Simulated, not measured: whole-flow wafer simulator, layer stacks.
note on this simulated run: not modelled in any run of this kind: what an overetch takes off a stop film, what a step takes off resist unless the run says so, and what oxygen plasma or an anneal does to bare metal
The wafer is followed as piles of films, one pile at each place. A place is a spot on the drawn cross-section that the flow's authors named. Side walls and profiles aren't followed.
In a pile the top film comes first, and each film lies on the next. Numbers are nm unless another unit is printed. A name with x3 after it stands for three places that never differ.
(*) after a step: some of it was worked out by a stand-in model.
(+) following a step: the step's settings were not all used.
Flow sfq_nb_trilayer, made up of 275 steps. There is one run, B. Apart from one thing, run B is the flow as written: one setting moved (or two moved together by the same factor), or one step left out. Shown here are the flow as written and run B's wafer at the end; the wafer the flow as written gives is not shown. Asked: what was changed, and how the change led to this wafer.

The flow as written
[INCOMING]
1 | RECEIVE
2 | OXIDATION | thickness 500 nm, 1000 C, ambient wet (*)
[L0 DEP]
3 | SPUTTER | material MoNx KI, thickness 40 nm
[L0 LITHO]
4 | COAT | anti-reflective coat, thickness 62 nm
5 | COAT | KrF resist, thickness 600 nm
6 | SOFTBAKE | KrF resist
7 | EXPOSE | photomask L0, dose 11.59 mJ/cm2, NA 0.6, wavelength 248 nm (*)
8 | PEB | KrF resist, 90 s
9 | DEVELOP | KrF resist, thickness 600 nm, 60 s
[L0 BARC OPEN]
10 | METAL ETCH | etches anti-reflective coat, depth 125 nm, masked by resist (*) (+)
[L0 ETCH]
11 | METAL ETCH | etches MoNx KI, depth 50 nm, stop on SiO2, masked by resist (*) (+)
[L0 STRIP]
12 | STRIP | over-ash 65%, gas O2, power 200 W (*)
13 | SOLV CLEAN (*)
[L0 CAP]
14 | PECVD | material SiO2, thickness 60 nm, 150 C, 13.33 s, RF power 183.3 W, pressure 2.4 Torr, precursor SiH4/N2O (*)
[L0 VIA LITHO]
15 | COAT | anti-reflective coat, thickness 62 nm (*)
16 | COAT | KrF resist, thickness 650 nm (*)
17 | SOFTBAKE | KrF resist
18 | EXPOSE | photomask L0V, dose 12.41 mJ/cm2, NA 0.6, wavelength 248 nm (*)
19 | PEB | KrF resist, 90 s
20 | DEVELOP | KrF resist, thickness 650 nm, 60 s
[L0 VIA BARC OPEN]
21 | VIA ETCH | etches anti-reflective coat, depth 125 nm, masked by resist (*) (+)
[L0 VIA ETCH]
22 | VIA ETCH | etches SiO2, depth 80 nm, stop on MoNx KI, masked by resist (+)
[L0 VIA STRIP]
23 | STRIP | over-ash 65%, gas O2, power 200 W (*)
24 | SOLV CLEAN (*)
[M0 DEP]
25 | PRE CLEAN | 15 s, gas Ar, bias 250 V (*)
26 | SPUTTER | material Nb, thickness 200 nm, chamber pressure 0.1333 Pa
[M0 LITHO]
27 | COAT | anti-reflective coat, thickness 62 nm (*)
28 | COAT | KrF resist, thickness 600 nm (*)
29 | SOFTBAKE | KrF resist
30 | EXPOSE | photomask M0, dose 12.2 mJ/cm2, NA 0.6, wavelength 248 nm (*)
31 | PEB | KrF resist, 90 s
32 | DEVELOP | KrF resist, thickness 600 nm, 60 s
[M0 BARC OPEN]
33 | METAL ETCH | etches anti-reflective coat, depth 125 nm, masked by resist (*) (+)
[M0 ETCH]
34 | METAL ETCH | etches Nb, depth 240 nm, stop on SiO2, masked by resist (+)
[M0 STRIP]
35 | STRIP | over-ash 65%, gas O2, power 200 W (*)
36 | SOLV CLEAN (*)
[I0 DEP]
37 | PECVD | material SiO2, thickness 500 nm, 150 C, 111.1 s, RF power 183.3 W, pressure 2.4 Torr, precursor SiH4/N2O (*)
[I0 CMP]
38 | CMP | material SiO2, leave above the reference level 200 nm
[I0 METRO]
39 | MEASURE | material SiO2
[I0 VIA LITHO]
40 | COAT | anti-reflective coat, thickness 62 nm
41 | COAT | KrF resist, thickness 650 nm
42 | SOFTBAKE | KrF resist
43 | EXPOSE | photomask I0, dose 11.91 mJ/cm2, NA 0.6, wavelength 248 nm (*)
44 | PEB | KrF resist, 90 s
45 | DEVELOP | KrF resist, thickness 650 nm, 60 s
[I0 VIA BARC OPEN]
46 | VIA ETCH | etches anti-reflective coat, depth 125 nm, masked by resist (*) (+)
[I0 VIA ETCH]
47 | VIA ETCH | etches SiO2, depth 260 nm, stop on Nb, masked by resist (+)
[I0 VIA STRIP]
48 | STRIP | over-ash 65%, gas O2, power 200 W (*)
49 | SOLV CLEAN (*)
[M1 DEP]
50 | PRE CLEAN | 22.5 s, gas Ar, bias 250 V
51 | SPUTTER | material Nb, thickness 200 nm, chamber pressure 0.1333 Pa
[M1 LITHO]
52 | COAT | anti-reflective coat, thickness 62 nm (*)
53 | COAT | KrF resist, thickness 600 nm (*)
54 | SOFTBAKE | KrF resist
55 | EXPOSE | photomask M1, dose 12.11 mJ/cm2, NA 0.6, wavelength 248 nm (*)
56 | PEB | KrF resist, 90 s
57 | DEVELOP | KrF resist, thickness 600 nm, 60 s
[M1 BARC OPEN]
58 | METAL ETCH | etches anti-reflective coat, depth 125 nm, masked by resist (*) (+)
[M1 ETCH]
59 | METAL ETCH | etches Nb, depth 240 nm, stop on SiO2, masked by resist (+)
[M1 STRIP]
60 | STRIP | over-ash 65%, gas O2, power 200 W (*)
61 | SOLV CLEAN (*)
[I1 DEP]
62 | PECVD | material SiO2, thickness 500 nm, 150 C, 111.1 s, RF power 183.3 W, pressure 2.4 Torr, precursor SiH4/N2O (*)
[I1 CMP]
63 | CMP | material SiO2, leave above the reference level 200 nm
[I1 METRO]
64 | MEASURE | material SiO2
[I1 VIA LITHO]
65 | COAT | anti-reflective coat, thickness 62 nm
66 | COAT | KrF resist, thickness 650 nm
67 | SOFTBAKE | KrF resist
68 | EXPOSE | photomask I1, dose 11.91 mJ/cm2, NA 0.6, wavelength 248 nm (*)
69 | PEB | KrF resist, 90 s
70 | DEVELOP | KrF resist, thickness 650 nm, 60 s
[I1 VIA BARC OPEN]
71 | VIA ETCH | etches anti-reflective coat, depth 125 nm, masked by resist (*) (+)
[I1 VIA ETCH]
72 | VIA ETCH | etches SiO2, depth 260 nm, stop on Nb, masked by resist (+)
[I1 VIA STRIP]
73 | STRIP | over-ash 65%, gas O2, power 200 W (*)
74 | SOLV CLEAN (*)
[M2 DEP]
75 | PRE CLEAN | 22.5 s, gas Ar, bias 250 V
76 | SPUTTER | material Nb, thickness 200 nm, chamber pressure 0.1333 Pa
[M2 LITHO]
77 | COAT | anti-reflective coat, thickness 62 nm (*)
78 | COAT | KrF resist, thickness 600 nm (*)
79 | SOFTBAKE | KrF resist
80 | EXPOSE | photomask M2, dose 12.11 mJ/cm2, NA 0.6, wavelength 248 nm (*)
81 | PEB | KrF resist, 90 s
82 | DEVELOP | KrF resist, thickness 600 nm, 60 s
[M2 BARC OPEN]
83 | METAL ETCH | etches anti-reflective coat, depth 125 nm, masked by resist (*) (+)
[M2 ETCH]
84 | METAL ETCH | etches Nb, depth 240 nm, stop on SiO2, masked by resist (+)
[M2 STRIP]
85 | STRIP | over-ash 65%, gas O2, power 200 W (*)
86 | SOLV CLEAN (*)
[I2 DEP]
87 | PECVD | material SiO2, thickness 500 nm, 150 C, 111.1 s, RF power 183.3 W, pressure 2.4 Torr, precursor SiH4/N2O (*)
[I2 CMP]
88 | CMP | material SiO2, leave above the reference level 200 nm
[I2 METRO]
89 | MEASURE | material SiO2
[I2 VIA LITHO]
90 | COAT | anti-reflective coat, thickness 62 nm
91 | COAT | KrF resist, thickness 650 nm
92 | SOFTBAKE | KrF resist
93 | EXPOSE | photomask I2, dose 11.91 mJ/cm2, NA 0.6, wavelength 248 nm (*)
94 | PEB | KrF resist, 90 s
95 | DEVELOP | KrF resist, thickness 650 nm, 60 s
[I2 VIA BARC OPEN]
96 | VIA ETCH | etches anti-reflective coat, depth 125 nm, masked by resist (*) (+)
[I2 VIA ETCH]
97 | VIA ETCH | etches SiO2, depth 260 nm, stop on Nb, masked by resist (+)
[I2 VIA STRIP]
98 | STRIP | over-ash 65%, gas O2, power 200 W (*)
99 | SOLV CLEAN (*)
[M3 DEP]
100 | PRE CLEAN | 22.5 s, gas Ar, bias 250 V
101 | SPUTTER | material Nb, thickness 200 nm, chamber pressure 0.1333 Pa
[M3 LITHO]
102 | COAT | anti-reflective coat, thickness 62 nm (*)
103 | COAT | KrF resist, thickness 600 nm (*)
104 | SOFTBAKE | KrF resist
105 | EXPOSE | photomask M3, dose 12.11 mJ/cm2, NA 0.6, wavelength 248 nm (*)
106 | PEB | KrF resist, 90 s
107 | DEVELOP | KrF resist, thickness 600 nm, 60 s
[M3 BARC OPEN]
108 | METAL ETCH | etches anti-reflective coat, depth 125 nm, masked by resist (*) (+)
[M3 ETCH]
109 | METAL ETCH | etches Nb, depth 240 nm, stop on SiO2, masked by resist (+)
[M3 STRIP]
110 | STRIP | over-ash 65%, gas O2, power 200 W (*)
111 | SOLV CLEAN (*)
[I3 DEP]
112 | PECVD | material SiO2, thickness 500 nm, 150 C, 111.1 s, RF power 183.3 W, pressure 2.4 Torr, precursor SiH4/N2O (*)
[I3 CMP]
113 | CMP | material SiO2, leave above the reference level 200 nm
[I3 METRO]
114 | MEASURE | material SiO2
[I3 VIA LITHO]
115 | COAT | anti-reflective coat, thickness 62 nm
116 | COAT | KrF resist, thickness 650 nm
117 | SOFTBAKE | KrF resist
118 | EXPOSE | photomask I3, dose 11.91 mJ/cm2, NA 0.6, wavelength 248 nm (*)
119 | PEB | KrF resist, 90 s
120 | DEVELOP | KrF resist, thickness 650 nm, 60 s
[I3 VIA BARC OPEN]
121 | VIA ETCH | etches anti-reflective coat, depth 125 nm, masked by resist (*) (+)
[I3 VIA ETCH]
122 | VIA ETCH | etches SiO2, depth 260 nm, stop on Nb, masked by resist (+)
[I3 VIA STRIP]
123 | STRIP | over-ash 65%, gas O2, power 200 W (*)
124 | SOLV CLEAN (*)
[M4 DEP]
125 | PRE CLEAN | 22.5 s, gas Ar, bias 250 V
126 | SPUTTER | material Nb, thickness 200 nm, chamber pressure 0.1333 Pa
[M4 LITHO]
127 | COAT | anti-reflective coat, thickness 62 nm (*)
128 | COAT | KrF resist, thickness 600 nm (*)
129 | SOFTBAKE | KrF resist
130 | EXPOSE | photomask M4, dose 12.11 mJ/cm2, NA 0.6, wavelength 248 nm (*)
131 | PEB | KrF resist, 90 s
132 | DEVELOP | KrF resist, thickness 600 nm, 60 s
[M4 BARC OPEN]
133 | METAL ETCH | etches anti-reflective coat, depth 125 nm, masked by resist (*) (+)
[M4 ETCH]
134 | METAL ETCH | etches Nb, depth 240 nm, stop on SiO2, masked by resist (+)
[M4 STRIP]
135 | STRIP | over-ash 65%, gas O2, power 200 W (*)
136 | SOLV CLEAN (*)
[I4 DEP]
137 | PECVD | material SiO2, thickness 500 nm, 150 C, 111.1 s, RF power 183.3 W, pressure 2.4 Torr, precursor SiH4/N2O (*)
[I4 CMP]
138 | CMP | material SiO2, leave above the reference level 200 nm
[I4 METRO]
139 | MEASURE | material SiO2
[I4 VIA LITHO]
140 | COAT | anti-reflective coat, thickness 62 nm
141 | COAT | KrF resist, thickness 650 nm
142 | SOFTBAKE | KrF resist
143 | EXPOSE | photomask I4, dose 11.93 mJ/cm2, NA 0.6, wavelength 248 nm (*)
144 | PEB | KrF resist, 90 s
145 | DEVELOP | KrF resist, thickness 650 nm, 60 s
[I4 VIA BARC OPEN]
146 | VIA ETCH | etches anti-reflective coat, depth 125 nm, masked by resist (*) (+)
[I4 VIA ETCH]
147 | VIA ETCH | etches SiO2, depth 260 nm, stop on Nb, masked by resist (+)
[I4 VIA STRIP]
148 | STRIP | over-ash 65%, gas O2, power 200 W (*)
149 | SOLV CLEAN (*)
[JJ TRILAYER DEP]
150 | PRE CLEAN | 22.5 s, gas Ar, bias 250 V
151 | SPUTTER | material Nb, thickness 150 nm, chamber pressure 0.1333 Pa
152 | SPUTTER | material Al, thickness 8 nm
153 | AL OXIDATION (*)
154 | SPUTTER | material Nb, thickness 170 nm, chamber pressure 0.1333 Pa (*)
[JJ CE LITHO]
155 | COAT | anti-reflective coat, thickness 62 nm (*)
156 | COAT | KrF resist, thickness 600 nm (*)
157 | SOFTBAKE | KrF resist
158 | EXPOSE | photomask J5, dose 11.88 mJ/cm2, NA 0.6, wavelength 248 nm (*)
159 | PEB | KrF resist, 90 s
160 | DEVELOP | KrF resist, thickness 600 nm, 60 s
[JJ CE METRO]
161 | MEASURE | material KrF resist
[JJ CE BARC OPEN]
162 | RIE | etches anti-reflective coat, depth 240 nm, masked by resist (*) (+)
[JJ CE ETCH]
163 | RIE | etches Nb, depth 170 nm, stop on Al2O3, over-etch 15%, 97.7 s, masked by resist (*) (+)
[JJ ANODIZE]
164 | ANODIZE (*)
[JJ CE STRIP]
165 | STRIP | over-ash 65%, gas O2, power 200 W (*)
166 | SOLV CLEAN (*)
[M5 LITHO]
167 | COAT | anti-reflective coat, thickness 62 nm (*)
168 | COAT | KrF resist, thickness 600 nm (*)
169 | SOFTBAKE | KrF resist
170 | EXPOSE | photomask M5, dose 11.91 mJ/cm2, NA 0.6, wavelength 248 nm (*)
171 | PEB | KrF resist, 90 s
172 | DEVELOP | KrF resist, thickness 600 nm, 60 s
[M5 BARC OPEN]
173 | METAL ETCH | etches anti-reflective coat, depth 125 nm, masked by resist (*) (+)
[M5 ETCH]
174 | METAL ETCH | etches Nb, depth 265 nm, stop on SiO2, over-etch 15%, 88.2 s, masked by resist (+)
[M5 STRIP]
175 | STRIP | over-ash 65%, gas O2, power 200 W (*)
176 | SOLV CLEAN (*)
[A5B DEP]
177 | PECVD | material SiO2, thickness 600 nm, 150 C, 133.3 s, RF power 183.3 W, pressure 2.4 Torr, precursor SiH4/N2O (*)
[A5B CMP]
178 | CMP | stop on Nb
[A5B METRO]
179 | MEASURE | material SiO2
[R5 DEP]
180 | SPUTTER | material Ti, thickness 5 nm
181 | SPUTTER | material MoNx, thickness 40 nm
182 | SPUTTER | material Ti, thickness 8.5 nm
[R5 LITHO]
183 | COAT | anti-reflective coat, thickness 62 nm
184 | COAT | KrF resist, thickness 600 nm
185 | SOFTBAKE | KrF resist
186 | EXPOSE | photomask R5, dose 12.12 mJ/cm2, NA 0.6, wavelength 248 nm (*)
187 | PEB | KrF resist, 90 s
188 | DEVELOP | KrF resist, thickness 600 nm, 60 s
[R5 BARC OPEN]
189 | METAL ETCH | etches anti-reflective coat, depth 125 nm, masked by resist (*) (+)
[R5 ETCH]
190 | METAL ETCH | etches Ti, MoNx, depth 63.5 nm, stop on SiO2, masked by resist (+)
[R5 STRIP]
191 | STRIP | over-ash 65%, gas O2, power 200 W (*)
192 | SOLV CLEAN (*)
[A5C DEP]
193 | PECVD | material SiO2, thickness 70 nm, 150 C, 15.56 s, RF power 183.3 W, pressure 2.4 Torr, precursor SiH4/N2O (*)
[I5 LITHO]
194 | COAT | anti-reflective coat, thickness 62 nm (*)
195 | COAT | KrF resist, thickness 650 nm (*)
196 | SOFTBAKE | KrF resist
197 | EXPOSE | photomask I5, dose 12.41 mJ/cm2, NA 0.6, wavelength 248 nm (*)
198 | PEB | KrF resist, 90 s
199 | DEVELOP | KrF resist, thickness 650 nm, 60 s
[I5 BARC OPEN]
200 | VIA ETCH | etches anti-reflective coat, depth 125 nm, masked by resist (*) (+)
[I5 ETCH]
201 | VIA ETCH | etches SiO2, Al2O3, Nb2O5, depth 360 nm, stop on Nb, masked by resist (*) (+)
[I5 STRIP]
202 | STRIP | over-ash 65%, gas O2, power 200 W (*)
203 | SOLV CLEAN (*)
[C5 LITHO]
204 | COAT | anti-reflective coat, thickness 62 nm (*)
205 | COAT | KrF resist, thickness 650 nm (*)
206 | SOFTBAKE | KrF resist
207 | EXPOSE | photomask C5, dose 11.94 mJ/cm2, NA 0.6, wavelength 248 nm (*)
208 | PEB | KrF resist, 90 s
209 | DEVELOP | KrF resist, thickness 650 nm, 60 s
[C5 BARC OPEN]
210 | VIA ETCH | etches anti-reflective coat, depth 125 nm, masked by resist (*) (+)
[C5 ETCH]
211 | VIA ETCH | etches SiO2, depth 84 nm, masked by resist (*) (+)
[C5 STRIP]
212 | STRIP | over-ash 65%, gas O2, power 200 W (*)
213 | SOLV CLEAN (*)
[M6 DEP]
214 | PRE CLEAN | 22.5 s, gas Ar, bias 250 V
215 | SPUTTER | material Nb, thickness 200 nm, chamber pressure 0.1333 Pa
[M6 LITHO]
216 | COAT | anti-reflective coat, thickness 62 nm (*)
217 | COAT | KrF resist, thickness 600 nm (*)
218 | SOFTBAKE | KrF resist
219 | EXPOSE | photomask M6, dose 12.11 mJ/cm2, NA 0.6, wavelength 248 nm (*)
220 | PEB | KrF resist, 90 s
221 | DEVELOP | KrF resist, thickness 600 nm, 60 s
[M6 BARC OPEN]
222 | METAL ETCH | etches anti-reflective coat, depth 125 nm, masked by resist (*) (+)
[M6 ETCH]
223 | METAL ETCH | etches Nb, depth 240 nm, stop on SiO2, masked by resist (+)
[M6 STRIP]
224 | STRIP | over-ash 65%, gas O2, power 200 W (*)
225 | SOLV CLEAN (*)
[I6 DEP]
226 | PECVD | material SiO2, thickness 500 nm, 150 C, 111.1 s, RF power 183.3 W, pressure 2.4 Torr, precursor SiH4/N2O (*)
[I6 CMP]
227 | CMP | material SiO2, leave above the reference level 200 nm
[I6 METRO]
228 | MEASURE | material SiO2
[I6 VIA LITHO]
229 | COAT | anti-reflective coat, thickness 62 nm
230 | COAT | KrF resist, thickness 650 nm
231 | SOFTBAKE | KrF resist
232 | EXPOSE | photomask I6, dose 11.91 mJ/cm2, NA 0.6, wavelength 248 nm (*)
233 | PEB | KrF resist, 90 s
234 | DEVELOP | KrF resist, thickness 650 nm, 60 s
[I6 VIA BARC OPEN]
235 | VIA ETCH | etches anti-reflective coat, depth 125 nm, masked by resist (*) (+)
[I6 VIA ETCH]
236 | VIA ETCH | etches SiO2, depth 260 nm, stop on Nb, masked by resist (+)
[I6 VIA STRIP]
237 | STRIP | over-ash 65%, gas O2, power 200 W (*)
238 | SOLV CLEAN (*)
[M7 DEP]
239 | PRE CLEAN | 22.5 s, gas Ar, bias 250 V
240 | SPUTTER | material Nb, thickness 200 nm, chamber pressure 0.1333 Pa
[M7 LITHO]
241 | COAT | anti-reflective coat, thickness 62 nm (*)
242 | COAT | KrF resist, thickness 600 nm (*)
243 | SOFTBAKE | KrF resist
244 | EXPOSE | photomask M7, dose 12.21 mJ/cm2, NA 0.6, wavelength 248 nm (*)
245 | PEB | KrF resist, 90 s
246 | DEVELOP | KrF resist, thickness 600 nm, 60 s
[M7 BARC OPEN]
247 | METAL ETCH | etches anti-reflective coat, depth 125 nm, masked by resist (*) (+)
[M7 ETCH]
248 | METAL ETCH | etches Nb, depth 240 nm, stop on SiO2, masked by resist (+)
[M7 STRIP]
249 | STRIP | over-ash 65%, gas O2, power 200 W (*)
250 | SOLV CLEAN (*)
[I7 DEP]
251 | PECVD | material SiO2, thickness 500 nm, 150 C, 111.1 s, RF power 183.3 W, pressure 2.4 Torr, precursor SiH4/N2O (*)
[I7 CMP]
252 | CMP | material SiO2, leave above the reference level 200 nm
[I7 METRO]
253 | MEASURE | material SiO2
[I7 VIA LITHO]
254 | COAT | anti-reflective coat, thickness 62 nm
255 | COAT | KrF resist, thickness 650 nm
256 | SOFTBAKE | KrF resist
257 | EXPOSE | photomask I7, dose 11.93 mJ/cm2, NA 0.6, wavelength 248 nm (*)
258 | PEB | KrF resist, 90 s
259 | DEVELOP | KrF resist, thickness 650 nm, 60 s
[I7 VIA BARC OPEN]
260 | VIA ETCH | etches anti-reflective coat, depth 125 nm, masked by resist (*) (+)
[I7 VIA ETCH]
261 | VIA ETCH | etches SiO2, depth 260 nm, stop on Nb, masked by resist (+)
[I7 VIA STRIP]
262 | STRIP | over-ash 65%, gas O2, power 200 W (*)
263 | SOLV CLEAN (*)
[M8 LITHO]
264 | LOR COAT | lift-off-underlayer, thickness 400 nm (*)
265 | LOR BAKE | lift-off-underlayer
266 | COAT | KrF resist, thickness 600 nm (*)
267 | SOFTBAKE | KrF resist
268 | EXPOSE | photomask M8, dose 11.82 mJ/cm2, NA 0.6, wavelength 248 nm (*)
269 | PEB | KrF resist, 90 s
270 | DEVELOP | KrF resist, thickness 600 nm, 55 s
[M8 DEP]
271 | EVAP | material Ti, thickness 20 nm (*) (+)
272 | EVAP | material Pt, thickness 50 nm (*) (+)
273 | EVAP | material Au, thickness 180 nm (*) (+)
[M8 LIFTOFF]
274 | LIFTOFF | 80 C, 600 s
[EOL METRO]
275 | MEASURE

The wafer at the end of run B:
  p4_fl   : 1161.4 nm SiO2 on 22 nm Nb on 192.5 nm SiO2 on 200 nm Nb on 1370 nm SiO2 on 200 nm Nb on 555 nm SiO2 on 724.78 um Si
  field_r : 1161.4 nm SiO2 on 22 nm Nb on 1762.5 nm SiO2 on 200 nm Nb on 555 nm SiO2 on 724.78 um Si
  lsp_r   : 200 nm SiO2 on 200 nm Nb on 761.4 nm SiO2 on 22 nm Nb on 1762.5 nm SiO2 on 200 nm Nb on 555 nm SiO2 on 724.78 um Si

What caused this: step 174, METAL ETCH: depth 139 nm was run, though the flow has depth 265 nm; step 174, METAL ETCH: 46.3 s was run, where the flow has 88.2 s.

Step by step, how the change led to this:
  174 | METAL ETCH | etches Nb, depth 265 nm, stop on SiO2, over-etch 15%, 88.2 s, masked by resist (+)
      field_l, r_sur, res and 50 more: -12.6 Al2O3 (all of it), -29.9 Nb2O5 (all of it), -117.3 Nb (it would be, as written: -12.6 Al2O3 (all of it), -29.9 Nb2O5 (all of it), -139.2 Nb (all of it), -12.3 SiO2)
      v_sur, via_wl, via_w and 50 more: -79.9 KrF resist (it would be, as written: -152.4 KrF resist)
  175 | STRIP | over-ash 65%, gas O2, power 200 W (*)
      l0r_line_l, l0r_line_c, l0r_space_c and 27 more: -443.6 KrF resist (all of it), -62 anti-reflective coat (all of it) (it would be, as written: -371.2 KrF resist (all of it), -62 anti-reflective coat (all of it))
      v_sur: -421.6 KrF resist (all of it), -44.9 anti-reflective coat (all of it) (it would be, as written: -349.2 KrF resist (all of it), -44.9 anti-reflective coat (all of it))
      (also at 22 further places)
  177 | PECVD | material SiO2, thickness 600 nm, 150 C, 133.3 s, RF power 183.3 W, pressure 2.4 Torr, precursor SiH4/N2O (*)
      field_l, p4_fl, p4_fm and 39 more: +600 SiO2 (new film) (it would be, as written: +600 SiO2)
      r_sur, res, r_end, moat, field_r, lsp_l: +600 SiO2 (new film) (it would be, as written: +592.9 SiO2)
      (also at 5 further places)
  178 | CMP | stop on Nb
      field_l, p4_fl, p4_fm and 39 more: -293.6 SiO2 (it would be, as written: -259.3 SiO2)
      r_sur, res, r_end, moat, field_r, lsp_l: -293.6 SiO2 (it would be, as written: -252.3 SiO2)
      (also at 5 further places)
With metal films that touch counted as one body, p4_fl has 3 bodies (between them, from the top down: SiO2 192.5; SiO2 1370); the flow as written gives 2 bodies (between them, from the top down: SiO2 1370).
With metal films that touch counted as one body, field_r has 2 bodies (between them, from the top down: SiO2 1762.5); the flow as written gives 1 body.
With metal films that touch counted as one body, lsp_r has 3 bodies (between them, from the top down: SiO2 761.4; SiO2 1762.5); the flow as written gives 2 bodies (between them, from the top down: SiO2 2545.9).
